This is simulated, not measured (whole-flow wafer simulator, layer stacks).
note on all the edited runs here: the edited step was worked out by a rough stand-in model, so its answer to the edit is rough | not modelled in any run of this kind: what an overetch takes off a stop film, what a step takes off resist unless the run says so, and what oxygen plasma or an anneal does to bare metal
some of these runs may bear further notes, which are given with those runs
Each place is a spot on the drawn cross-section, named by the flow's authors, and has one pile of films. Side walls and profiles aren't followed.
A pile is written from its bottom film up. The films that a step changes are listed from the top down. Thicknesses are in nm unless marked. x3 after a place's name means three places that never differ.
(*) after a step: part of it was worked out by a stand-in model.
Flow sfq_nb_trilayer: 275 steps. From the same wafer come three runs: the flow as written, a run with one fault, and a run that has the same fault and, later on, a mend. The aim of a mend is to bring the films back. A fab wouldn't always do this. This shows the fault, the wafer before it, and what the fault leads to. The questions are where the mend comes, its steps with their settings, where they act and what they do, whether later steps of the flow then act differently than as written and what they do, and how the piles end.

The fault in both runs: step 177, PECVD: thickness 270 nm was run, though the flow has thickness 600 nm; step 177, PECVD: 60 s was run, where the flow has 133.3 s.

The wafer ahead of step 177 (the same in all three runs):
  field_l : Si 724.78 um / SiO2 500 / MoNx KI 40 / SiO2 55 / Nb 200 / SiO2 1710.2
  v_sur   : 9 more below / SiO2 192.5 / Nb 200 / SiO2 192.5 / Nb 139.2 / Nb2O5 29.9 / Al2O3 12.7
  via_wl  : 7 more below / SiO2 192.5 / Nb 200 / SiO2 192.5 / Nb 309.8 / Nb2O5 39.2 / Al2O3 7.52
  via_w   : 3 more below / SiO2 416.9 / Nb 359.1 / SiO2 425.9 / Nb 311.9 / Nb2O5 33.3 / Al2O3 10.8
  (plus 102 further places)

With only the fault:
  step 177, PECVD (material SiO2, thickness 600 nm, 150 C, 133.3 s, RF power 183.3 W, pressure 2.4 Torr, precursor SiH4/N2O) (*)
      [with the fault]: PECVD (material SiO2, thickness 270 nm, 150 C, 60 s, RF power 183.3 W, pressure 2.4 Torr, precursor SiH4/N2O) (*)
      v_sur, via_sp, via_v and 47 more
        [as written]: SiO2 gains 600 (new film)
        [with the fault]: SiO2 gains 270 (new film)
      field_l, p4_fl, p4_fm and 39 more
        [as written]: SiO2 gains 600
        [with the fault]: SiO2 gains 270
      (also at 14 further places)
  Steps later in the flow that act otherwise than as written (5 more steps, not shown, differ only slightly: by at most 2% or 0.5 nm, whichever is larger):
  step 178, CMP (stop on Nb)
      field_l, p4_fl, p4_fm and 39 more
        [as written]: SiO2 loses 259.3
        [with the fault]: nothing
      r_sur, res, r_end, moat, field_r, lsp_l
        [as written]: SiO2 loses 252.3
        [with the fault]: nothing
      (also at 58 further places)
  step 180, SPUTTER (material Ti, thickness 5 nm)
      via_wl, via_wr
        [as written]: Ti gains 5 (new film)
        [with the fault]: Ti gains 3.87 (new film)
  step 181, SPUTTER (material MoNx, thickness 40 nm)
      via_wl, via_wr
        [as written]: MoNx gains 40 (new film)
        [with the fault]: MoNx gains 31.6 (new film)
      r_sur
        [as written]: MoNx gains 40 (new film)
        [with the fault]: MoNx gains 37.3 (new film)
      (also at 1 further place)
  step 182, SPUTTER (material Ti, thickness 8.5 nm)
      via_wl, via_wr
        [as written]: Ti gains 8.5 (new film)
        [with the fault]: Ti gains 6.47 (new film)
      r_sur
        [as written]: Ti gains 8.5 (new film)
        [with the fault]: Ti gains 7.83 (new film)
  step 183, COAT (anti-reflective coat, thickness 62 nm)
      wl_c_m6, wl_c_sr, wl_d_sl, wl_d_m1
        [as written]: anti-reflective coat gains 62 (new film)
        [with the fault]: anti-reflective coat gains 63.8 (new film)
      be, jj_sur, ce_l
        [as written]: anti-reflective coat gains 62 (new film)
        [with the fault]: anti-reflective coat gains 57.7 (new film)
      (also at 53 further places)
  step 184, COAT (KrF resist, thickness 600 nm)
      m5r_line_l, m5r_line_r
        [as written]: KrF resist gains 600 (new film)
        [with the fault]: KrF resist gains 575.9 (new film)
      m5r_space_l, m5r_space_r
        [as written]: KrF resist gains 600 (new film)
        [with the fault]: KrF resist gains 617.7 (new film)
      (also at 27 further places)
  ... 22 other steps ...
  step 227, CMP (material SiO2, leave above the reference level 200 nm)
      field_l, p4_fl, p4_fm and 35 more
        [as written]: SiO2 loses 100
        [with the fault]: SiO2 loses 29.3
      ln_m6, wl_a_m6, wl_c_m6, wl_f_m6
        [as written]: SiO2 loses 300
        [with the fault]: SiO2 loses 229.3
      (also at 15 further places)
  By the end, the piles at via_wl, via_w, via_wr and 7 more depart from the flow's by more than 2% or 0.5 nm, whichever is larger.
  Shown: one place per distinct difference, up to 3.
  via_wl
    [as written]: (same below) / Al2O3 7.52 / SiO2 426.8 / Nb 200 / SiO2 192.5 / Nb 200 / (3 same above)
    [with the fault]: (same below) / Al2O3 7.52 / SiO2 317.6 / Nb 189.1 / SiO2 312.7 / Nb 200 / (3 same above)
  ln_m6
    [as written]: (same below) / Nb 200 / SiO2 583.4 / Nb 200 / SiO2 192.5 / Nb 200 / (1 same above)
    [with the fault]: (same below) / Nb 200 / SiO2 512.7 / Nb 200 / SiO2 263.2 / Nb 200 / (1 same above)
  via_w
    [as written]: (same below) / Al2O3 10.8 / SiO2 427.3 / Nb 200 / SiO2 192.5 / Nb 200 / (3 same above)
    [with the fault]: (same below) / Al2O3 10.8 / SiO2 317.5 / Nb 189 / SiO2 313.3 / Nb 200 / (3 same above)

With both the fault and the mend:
  The mend stands after step 177.
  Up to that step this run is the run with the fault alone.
  step 177a, PECVD (material SiO2, thickness 330 nm, 150 C, 73.33 s, RF power 183.3 W, pressure 2.4 Torr, precursor SiH4/N2O) (*) (the flow's step 177 again, with other settings)
      field_l, v_sur, via_sp and 94 more
        SiO2 gains 330
      r_sur, res, r_end, moat, field_r, lsp_l
        SiO2 gains 326.3
      via_wl, via_w, via_wr
        SiO2 gains 314.4
  Steps later in the flow that act otherwise than as written:
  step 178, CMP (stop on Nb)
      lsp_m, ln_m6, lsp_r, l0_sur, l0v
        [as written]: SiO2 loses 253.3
        [with the mend]: SiO2 loses 259.3
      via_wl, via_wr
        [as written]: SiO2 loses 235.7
        [with the mend]: SiO2 loses 206.5
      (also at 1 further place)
  At every place that both follow, the piles at the end match the flow's.
